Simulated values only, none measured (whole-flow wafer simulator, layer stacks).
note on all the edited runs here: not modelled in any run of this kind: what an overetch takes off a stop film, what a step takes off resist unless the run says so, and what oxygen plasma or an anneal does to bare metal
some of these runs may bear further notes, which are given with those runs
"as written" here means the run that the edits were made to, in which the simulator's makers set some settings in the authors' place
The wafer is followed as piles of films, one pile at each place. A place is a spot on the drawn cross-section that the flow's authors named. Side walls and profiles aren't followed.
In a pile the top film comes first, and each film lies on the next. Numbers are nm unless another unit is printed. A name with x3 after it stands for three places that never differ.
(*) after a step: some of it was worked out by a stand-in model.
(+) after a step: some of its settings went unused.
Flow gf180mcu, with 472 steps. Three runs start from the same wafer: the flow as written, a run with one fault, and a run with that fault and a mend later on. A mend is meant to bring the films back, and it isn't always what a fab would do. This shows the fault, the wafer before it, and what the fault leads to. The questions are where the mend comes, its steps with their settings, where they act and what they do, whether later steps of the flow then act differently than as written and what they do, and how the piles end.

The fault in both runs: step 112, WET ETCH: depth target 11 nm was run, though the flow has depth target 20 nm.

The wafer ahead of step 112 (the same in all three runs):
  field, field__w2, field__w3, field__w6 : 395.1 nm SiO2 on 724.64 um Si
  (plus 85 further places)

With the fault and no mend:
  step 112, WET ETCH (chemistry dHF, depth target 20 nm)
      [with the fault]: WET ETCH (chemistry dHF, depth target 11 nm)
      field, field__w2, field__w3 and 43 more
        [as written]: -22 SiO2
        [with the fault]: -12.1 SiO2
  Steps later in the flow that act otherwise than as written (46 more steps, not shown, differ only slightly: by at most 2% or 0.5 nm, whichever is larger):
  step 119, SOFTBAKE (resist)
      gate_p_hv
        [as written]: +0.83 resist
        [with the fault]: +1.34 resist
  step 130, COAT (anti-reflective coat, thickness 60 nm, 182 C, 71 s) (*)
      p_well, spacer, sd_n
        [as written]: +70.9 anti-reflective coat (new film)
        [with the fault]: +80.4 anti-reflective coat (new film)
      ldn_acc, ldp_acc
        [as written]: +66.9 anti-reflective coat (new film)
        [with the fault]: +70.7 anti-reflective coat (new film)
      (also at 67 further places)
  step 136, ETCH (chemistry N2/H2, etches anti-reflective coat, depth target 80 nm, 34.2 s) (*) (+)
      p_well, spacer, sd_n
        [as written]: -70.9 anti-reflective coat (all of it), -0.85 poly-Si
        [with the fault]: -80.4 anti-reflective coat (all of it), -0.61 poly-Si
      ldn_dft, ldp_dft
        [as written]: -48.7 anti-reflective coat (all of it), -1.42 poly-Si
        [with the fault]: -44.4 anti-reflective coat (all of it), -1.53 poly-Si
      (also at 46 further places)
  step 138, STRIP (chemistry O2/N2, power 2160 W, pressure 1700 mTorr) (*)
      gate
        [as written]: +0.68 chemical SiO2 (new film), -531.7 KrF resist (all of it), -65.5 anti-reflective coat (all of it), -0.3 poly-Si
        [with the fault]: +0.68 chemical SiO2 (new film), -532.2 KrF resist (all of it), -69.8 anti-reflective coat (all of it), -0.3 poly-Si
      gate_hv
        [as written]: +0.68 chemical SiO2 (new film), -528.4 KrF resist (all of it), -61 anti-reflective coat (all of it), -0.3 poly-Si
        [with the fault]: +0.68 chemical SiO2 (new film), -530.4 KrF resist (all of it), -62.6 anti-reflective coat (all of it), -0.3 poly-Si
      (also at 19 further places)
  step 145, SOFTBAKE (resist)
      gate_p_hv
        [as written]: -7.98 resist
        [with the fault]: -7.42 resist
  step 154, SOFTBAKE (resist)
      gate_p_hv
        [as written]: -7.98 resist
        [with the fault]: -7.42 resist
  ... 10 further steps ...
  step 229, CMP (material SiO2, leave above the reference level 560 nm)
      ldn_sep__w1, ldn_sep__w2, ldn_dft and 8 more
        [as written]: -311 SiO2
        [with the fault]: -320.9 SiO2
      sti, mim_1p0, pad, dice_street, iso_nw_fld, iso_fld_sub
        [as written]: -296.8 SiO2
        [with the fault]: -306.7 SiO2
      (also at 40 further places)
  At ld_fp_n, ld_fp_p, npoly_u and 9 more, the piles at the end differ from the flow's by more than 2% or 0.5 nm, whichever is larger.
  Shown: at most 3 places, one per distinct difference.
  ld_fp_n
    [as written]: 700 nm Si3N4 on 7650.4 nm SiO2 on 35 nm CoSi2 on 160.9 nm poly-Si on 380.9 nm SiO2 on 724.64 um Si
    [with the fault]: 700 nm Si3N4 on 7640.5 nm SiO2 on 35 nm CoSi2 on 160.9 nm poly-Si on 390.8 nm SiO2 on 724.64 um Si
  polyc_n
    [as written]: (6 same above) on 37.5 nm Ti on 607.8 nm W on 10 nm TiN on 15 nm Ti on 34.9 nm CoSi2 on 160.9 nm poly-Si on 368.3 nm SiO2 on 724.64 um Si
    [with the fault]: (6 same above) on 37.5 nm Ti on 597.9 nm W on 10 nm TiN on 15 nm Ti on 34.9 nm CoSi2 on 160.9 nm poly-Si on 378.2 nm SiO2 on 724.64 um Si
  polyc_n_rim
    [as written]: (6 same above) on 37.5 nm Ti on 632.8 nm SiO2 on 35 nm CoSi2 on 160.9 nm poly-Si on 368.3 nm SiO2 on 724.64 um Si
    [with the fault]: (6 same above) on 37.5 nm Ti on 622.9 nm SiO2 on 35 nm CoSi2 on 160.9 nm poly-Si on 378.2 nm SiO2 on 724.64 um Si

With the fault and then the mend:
  After step 112 comes the mend.
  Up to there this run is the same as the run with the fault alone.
  step 112a, WET ETCH (chemistry dHF, depth target 9 nm) (the flow's step 112 again, with other settings)
      field, field__w2, field__w3 and 43 more
        -9 SiO2
  Steps later in the flow that act otherwise than as written (57 more steps, not shown, differ only slightly: by at most 2% or 0.5 nm, whichever is larger):
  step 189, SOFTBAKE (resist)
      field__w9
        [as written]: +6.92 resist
        [with the mend]: -3.07 resist
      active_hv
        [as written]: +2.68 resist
        [with the mend]: -0.53 resist
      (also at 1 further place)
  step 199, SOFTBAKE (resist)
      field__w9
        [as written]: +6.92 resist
        [with the mend]: -3.07 resist
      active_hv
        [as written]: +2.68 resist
        [with the mend]: -0.53 resist
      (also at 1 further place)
  When the end is reached, the piles differ only a little from the flow's at the places that both follow, at most by 2% or 0.5 nm, whichever is larger.
